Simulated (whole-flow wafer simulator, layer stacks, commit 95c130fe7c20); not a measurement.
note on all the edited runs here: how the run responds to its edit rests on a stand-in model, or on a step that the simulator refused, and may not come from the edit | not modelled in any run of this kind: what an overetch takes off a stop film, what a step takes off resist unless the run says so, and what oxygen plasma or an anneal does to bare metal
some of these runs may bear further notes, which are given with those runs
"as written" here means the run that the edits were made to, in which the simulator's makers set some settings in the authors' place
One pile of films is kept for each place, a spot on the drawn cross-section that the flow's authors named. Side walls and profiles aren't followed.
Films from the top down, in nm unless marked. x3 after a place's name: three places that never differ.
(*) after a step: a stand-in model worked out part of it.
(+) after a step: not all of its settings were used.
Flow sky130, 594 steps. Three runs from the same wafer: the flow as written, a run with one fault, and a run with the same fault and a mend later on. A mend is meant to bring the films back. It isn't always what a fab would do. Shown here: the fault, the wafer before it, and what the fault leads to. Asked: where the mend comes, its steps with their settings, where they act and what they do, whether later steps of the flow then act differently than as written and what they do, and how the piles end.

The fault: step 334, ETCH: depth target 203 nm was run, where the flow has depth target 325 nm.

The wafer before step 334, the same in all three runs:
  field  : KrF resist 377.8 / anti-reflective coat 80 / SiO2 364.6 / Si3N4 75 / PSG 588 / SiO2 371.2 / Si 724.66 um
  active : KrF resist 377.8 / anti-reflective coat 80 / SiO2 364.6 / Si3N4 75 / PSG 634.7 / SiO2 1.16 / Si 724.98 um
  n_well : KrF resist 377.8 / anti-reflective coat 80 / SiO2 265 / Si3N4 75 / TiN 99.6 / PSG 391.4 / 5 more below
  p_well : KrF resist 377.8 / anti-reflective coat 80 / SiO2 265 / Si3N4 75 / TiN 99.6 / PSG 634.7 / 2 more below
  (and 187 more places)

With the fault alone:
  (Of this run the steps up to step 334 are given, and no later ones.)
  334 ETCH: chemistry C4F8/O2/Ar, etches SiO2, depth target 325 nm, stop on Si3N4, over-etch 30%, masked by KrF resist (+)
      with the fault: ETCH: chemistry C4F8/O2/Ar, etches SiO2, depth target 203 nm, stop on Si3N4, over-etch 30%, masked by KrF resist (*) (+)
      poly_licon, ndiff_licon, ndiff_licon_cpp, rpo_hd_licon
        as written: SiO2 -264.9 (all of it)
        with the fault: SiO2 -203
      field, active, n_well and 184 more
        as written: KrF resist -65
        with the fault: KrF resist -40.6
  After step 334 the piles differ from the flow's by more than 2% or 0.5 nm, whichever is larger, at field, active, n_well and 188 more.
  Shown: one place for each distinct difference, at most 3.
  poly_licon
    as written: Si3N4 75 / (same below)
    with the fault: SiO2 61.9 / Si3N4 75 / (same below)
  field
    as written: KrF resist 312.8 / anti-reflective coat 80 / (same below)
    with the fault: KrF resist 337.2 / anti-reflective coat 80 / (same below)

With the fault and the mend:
  The mend comes after step 334.
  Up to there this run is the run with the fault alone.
  334a ETCH: chemistry C4F8/O2/Ar, etches SiO2, depth target 122 nm, stop on Si3N4, over-etch 30%, masked by KrF resist (+) (the flow's step 334 once more, with other settings)
      field, active, n_well and 184 more
        KrF resist -24.4
      poly_licon, ndiff_licon, ndiff_licon_cpp, rpo_hd_licon
        SiO2 -61.9 (all of it)
  No later step of the flow acts differently than as written at any place that is followed.
  At the end the piles are the same as the flow's at every place that both follow.
